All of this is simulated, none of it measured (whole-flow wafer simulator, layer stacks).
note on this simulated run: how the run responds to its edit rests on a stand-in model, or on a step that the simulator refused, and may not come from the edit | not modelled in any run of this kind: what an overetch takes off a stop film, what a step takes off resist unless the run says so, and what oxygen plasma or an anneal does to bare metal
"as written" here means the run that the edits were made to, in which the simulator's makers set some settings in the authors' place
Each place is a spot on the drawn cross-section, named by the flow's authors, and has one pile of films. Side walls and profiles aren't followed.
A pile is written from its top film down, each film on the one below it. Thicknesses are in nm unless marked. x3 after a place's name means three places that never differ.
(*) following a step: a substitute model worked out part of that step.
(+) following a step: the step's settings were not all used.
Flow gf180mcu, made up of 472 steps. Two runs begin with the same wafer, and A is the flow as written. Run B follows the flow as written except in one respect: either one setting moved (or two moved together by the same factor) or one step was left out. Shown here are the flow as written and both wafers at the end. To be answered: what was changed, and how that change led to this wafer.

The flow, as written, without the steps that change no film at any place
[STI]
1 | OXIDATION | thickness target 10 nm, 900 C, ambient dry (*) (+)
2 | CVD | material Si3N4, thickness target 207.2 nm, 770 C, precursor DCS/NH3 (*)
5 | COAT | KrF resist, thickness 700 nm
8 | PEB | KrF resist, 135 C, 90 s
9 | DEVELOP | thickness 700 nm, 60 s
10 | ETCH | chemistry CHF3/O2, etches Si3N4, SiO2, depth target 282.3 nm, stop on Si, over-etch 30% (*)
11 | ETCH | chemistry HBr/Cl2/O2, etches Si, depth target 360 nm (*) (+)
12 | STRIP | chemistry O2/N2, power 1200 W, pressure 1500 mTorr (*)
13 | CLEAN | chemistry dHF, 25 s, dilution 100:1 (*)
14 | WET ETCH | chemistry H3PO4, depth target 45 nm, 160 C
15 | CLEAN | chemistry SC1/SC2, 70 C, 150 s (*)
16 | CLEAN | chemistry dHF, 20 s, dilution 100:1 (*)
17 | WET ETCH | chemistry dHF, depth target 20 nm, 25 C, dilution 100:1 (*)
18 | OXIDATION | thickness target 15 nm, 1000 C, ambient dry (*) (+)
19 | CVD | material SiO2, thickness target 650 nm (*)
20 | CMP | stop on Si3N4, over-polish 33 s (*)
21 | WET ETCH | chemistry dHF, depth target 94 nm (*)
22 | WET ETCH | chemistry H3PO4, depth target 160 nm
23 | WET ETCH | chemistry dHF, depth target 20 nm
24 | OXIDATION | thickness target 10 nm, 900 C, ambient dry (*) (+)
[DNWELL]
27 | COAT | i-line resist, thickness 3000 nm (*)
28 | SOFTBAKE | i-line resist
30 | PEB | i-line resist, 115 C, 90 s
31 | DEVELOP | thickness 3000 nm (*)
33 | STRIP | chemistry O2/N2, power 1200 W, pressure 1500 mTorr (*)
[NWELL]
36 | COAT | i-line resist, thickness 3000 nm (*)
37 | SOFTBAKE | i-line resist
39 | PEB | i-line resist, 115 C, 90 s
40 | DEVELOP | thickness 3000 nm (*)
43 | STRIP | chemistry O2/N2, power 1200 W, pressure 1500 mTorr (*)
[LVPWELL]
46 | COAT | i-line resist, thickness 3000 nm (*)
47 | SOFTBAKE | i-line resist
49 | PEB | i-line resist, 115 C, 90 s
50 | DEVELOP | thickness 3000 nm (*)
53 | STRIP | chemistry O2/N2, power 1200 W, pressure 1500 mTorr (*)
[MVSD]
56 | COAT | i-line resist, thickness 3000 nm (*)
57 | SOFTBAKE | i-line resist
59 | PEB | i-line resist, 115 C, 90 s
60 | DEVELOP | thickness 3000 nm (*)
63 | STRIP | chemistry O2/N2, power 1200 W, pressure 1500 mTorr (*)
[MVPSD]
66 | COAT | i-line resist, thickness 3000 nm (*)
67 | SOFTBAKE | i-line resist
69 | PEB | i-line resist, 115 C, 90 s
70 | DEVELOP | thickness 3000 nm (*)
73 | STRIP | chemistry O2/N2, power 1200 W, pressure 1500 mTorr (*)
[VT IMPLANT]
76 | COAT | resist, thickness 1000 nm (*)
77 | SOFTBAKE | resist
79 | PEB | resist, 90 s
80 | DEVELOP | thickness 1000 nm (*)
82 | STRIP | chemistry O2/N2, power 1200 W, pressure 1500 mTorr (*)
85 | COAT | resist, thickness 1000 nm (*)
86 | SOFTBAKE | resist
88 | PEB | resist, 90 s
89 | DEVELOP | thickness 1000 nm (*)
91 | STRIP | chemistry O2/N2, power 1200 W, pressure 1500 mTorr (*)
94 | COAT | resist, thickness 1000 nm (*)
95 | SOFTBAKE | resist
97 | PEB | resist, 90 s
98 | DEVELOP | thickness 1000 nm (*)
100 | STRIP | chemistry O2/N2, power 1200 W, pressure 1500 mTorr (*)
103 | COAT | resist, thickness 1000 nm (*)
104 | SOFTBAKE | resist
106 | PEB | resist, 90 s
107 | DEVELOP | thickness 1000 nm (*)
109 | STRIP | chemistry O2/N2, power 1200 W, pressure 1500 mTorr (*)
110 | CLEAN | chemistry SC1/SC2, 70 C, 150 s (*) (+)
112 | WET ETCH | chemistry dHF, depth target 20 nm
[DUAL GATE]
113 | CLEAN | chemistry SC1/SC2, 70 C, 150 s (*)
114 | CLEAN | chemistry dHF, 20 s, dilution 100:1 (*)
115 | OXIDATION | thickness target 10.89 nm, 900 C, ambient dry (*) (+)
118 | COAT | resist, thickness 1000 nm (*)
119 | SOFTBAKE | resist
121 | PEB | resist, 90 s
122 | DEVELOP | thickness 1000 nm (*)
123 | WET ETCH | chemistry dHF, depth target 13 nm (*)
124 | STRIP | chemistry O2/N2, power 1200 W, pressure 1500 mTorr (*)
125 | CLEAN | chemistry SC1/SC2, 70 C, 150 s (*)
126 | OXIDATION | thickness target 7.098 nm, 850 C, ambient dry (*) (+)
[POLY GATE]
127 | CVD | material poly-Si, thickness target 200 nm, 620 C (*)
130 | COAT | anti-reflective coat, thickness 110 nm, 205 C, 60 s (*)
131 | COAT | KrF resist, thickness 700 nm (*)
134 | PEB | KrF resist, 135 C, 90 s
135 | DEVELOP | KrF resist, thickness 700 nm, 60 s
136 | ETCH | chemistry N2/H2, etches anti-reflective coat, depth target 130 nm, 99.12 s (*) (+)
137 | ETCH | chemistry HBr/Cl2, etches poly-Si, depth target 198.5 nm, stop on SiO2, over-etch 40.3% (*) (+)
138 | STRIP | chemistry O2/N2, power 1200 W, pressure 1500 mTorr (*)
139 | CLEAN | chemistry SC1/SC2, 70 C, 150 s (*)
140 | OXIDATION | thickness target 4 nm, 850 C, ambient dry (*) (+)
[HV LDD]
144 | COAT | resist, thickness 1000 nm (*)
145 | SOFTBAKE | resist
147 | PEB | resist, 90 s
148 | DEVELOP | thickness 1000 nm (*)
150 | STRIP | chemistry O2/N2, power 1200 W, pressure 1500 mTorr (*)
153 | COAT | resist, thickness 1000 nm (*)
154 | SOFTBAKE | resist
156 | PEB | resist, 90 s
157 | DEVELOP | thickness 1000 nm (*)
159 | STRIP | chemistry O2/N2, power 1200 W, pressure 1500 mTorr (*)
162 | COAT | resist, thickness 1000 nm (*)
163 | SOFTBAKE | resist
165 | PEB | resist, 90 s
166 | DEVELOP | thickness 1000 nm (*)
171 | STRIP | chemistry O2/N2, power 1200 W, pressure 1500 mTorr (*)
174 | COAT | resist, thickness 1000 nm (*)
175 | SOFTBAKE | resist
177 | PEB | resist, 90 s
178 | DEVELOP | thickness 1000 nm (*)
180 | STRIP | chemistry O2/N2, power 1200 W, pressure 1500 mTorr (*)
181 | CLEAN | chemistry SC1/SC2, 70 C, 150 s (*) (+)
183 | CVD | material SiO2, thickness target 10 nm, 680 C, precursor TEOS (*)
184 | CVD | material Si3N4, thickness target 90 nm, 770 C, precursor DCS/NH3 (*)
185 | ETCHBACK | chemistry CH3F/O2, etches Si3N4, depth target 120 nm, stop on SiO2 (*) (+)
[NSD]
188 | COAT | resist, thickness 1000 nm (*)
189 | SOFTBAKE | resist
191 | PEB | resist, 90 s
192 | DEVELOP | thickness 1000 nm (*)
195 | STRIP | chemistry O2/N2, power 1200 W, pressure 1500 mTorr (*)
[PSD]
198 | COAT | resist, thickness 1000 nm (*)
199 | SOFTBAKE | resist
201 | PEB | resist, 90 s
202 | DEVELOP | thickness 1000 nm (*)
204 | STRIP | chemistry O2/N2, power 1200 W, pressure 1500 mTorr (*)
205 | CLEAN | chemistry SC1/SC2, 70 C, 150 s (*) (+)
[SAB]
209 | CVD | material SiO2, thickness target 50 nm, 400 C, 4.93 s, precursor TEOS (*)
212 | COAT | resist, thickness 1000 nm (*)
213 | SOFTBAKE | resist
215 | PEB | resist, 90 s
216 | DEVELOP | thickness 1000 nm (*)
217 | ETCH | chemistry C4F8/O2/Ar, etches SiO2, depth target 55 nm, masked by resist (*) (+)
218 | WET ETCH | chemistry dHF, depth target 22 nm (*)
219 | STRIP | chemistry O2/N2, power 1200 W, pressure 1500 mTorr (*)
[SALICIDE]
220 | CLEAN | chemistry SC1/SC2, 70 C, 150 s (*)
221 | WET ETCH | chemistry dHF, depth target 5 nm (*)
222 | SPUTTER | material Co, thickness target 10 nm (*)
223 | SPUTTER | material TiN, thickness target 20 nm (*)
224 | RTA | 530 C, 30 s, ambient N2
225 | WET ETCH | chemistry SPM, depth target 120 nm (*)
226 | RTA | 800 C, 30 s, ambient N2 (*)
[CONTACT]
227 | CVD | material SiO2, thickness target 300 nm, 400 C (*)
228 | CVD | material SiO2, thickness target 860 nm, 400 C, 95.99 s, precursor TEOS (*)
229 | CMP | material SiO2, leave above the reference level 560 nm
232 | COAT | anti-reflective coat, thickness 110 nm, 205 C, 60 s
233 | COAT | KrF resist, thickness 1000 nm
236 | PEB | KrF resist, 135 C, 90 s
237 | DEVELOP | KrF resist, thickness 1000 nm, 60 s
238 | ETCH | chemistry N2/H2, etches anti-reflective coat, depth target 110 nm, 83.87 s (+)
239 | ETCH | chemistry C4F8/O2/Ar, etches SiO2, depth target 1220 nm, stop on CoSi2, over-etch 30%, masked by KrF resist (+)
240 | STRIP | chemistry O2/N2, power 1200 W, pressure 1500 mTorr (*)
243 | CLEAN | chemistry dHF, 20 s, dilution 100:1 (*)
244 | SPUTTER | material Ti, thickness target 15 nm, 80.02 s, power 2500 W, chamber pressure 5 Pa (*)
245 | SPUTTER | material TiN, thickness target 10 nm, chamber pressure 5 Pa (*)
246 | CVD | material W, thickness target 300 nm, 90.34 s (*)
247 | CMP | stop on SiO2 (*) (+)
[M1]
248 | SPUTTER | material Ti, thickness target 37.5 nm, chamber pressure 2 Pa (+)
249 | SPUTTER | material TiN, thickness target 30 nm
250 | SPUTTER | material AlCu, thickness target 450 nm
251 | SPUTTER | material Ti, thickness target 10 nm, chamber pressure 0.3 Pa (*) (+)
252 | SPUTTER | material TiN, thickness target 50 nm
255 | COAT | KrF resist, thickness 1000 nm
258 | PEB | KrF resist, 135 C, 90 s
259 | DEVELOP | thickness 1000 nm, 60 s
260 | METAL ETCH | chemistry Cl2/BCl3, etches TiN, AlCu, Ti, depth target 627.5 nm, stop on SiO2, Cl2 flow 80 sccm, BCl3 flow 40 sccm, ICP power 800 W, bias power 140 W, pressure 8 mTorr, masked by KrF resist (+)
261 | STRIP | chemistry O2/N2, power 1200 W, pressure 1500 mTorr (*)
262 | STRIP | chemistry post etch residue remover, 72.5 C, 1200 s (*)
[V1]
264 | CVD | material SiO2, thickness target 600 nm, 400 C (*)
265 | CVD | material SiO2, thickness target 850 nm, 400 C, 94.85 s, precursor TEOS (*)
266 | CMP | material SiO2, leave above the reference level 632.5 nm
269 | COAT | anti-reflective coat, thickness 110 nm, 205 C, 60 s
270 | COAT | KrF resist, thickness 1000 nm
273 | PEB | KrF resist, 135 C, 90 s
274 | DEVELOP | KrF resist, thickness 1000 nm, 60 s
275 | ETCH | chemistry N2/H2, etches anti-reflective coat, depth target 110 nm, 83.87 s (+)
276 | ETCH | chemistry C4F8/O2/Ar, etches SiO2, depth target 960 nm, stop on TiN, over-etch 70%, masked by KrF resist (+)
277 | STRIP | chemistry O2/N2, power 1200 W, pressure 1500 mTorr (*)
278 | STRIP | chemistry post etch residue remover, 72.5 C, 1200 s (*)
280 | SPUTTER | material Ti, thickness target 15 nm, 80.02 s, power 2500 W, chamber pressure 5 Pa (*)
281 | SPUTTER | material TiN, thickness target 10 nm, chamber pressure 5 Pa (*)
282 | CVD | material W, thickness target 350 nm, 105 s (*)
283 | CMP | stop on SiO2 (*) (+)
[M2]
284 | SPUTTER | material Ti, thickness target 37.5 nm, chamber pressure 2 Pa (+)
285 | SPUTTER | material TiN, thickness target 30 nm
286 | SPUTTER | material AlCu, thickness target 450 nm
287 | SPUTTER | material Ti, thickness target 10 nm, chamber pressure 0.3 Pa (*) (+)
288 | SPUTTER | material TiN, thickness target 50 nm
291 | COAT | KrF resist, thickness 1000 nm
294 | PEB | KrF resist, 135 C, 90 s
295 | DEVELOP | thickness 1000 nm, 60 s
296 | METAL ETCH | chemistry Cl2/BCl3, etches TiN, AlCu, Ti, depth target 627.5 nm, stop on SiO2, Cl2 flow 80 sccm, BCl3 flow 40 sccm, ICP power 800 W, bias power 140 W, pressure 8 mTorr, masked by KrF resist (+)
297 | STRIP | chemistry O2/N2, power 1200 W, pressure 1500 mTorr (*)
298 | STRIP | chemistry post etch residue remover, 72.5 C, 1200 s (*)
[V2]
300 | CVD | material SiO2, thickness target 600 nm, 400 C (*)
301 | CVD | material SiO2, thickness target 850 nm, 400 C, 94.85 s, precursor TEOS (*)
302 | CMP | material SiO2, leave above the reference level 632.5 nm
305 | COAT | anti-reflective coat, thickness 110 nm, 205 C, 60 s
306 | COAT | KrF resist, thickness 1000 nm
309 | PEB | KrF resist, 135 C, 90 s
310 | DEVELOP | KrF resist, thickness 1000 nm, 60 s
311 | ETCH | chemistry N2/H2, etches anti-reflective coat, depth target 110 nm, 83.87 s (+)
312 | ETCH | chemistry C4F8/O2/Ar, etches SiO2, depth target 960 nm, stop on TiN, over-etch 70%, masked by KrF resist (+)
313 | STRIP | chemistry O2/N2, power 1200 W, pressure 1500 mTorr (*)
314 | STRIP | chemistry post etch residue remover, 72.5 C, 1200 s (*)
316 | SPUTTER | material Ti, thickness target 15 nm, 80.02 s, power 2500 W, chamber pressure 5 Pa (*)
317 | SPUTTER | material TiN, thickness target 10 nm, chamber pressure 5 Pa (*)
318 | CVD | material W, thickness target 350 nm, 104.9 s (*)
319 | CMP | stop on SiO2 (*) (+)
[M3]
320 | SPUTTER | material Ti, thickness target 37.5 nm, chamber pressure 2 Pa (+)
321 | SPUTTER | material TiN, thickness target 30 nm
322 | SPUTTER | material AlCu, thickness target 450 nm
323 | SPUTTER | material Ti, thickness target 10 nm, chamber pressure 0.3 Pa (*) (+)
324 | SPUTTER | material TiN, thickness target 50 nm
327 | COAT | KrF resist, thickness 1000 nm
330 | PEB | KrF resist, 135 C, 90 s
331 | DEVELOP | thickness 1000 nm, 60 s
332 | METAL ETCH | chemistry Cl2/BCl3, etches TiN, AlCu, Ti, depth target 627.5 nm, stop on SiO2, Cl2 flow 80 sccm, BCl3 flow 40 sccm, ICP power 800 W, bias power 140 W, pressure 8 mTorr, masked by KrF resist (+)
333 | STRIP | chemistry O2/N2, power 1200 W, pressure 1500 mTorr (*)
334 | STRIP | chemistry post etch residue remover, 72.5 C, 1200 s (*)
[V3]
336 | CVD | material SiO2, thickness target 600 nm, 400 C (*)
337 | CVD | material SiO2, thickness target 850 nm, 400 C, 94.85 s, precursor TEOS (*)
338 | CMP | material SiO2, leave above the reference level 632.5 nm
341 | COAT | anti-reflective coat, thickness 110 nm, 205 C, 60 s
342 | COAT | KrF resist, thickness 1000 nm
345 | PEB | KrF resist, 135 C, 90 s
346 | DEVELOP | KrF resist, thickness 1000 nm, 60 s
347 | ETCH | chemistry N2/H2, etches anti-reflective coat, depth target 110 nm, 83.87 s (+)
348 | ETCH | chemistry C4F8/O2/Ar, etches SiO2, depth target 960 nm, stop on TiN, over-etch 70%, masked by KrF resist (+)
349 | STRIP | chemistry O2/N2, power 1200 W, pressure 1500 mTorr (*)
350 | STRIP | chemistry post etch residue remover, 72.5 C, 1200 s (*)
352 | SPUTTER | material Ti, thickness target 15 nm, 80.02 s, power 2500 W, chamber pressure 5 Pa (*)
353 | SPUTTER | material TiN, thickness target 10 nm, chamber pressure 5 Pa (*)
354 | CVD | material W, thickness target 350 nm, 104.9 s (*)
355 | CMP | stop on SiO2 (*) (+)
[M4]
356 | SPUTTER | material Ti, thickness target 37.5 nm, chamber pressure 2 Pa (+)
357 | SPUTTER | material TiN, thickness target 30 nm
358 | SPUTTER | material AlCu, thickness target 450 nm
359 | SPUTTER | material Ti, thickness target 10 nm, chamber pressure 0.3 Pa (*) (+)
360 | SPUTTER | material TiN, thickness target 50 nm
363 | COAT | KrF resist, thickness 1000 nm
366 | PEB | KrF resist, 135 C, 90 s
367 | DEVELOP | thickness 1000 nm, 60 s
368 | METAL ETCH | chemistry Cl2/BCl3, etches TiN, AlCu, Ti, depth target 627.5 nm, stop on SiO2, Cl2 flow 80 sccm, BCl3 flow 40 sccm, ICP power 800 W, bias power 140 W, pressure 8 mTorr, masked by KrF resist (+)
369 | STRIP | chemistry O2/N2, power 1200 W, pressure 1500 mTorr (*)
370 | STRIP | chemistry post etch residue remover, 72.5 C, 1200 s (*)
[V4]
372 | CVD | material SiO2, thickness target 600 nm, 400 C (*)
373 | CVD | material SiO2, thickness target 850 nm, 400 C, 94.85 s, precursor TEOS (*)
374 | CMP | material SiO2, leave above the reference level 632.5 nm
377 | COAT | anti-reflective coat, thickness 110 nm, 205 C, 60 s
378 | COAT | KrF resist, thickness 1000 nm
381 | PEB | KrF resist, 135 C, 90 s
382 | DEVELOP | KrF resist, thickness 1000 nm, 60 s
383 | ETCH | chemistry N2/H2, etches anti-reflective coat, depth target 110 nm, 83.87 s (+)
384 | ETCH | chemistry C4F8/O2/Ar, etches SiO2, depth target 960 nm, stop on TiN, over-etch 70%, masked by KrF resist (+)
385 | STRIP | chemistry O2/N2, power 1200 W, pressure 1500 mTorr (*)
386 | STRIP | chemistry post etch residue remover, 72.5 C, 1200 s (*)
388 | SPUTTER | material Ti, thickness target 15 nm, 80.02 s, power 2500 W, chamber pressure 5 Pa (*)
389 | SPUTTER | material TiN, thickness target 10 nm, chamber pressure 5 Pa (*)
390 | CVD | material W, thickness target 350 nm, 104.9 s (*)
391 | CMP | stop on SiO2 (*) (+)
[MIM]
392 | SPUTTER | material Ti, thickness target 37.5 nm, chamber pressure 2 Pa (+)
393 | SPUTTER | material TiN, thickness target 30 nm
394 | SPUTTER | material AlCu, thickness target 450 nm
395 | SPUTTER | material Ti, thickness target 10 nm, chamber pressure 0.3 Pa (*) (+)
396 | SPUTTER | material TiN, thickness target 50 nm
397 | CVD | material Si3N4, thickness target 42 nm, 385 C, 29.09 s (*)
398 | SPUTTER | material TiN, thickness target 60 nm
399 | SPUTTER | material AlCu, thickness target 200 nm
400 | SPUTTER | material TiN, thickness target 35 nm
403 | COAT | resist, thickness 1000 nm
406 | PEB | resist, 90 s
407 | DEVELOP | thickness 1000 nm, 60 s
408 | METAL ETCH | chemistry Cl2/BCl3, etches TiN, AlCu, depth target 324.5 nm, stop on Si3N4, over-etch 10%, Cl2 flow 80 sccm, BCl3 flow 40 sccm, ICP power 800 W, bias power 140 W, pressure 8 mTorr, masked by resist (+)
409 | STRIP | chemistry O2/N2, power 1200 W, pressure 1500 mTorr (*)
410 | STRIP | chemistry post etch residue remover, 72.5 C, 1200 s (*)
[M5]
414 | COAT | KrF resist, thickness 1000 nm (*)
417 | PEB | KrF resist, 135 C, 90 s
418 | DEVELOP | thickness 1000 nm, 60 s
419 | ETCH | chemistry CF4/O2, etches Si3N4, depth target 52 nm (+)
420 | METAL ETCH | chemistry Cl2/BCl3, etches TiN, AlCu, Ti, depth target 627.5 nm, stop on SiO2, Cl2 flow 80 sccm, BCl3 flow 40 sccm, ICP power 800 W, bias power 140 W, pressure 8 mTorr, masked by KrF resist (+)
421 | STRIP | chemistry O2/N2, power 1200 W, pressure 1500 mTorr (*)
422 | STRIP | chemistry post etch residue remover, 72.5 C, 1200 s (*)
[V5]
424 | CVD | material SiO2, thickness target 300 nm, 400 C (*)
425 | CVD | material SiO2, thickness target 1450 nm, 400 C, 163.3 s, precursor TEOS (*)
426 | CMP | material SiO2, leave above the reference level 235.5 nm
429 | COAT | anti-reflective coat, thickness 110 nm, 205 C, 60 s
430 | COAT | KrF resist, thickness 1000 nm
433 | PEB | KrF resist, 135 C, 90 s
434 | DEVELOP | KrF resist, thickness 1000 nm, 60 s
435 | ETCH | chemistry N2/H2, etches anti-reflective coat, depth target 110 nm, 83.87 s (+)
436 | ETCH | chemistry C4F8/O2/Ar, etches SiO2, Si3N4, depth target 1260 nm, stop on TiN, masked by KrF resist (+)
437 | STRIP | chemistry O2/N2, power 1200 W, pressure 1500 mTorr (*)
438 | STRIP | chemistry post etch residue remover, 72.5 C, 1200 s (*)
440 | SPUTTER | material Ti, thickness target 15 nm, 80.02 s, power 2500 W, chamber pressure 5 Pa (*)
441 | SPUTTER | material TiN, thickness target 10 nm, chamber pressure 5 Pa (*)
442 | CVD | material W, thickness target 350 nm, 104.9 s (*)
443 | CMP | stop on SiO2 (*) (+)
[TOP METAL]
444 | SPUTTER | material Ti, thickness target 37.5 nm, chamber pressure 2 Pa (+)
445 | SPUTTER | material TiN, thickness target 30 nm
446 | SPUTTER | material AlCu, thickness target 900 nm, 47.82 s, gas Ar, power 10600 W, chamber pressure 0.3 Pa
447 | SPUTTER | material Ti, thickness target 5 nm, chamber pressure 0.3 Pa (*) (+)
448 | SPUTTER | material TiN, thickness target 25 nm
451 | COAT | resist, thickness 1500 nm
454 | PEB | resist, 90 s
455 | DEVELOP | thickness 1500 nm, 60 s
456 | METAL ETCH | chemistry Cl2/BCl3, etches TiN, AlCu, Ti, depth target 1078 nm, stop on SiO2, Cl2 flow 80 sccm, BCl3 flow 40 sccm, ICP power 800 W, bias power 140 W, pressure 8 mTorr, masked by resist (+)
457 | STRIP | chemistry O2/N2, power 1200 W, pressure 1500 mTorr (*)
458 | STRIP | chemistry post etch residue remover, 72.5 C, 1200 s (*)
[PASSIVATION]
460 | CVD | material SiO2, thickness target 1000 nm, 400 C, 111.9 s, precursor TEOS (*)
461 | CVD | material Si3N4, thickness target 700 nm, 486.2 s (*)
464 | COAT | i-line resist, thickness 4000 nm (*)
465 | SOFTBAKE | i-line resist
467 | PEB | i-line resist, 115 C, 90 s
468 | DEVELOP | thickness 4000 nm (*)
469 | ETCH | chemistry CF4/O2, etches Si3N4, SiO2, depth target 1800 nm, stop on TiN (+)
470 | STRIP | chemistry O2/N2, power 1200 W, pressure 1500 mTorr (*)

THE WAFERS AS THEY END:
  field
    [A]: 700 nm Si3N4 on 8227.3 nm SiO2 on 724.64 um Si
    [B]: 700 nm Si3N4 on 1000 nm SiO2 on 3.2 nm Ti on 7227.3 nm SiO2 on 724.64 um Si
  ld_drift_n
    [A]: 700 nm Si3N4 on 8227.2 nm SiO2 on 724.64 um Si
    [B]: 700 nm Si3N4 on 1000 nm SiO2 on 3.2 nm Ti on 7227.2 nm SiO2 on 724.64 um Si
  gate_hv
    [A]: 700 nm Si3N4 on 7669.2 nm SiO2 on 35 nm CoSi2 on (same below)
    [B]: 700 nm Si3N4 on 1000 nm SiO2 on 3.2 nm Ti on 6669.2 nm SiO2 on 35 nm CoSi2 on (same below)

What caused this: step 446, SPUTTER: thickness target 983.2 nm was run, though the flow has thickness target 900 nm.

How this came from the change, step by step:
  446 | SPUTTER | material AlCu, thickness target 900 nm, 47.82 s, gas Ar, power 10600 W, chamber pressure 0.3 Pa
      field, field__w1, field__w2 and 109 more: A +900 AlCu (new film) | B +983.2 AlCu (new film)
  456 | METAL ETCH | chemistry Cl2/BCl3, etches TiN, AlCu, Ti, depth target 1078 nm, stop on SiO2, Cl2 flow 80 sccm, BCl3 flow 40 sccm, ICP power 800 W, bias power 140 W, pressure 8 mTorr, masked by resist (+)
      field, field__w1, field__w2 and 103 more: A -25 TiN (all of it), -5 Ti (all of it), -900 AlCu (all of it), -30 TiN (all of it), -37.5 Ti (all of it) | B -25 TiN (all of it), -5 Ti (all of it), -983.2 AlCu (all of it), -30 TiN (all of it), -34.3 Ti
  460 | CVD | material SiO2, thickness target 1000 nm, 400 C, 111.9 s, precursor TEOS (*)
      field, field__w1, field__w2 and 103 more: A +1000 SiO2 | B +1000 SiO2 (new film)
  464 | COAT | i-line resist, thickness 4000 nm (*)
      field__w8: A +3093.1 i-line resist (new film) | B +3022.9 i-line resist (new film)
      contact: A +3153.6 i-line resist (new film) | B +3063.6 i-line resist (new film)
      (also at 4 further places)
  465 | SOFTBAKE | i-line resist
      field__w5, field__w9: A +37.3 i-line resist | B +33.9 i-line resist
      field__w11, field__w13: A +37.9 i-line resist | B +35.2 i-line resist
      (also at 59 further places)
  467 | PEB | i-line resist, 115 C, 90 s
      field__w8, m1__w1: A -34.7 i-line resist | B -33.4 i-line resist
      contact, m1: A -35.1 i-line resist | B -33.7 i-line resist
      (also at 2 further places)
  468 | DEVELOP | thickness 4000 nm (*)
      pad: A -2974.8 i-line resist (all of it) | B -2895.5 i-line resist (all of it)
  470 | STRIP | chemistry O2/N2, power 1200 W, pressure 1500 mTorr (*)
      field__w8, m1__w1: A -1787.7 i-line resist (all of it) | B -1710.6 i-line resist (all of it)
      contact: A -1811.2 i-line resist (all of it) | B -1727.3 i-line resist (all of it)
      (also at 2 further places)
Taking metal films that touch as one body, field has 1 body; the flow as written gives 0 bodies.
Taking metal films that touch as one body, ld_drift_n has 1 body; the flow as written gives 0 bodies.
Taking metal films that touch as one body, gate_hv has 2 bodies (between them, from the top down: SiO2 6669.2); the flow as written gives 1 body.
